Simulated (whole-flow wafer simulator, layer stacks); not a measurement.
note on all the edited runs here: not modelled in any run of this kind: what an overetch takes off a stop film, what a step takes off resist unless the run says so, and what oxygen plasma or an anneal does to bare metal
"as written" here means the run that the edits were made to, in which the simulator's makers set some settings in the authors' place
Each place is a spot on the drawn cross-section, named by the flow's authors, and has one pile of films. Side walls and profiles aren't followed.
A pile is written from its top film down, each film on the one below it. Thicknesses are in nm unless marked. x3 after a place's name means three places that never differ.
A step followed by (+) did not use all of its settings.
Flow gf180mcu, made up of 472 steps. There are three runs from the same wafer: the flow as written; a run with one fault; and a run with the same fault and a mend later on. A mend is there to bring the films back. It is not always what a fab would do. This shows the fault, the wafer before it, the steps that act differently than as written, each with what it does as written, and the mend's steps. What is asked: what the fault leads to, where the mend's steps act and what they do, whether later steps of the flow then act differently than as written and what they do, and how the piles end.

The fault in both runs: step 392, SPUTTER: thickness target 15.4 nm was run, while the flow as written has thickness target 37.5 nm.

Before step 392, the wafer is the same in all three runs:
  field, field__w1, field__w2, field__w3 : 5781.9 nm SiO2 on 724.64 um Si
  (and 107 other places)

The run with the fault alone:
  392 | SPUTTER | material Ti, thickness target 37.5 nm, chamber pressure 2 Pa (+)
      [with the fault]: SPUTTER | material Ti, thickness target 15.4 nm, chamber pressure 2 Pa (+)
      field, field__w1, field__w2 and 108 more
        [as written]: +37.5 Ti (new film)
        [with the fault]: +15.4 Ti (new film)
  Later steps of the flow acting differently than as written (1 more step, not shown, differs only slightly: by at most 2% or 0.5 nm, whichever is larger):
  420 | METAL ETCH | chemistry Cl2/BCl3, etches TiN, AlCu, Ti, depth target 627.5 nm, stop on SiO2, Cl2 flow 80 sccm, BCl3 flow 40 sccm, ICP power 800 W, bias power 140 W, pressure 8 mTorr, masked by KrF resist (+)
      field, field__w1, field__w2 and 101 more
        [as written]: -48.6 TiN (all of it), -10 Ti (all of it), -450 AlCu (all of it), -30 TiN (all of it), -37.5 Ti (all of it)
        [with the fault]: -48.6 TiN (all of it), -10 Ti (all of it), -450 AlCu (all of it), -30 TiN (all of it), -15.4 Ti (all of it)
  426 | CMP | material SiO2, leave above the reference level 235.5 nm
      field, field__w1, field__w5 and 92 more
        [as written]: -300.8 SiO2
        [with the fault]: -322.9 SiO2
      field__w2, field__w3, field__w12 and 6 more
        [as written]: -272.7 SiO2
        [with the fault]: -295.8 SiO2
  At field__w4, field__w8, contact, m1, m1__w1, mim, mim_1p0, m1_nw, the piles at the end differ from the flow's by more than 2% or 0.5 nm, whichever is larger.
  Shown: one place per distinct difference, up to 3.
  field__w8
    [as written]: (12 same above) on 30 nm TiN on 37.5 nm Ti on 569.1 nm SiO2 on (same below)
    [with the fault]: (12 same above) on 30 nm TiN on 15.4 nm Ti on 569.1 nm SiO2 on (same below)
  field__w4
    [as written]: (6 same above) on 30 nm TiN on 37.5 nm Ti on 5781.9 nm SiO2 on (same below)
    [with the fault]: (6 same above) on 30 nm TiN on 15.4 nm Ti on 5781.9 nm SiO2 on (same below)
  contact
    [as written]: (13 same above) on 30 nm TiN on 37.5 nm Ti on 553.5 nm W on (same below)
    [with the fault]: (13 same above) on 30 nm TiN on 15.4 nm Ti on 553.5 nm W on (same below)

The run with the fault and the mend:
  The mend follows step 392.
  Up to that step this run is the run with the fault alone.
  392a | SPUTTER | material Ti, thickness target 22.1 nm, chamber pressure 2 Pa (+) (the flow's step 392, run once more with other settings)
      field, field__w1, field__w2 and 108 more
        +22.1 Ti
  Every later step of the flow that is run acts as written at every place that is followed.
  The piles end the same as the flow's at every place that both follow.
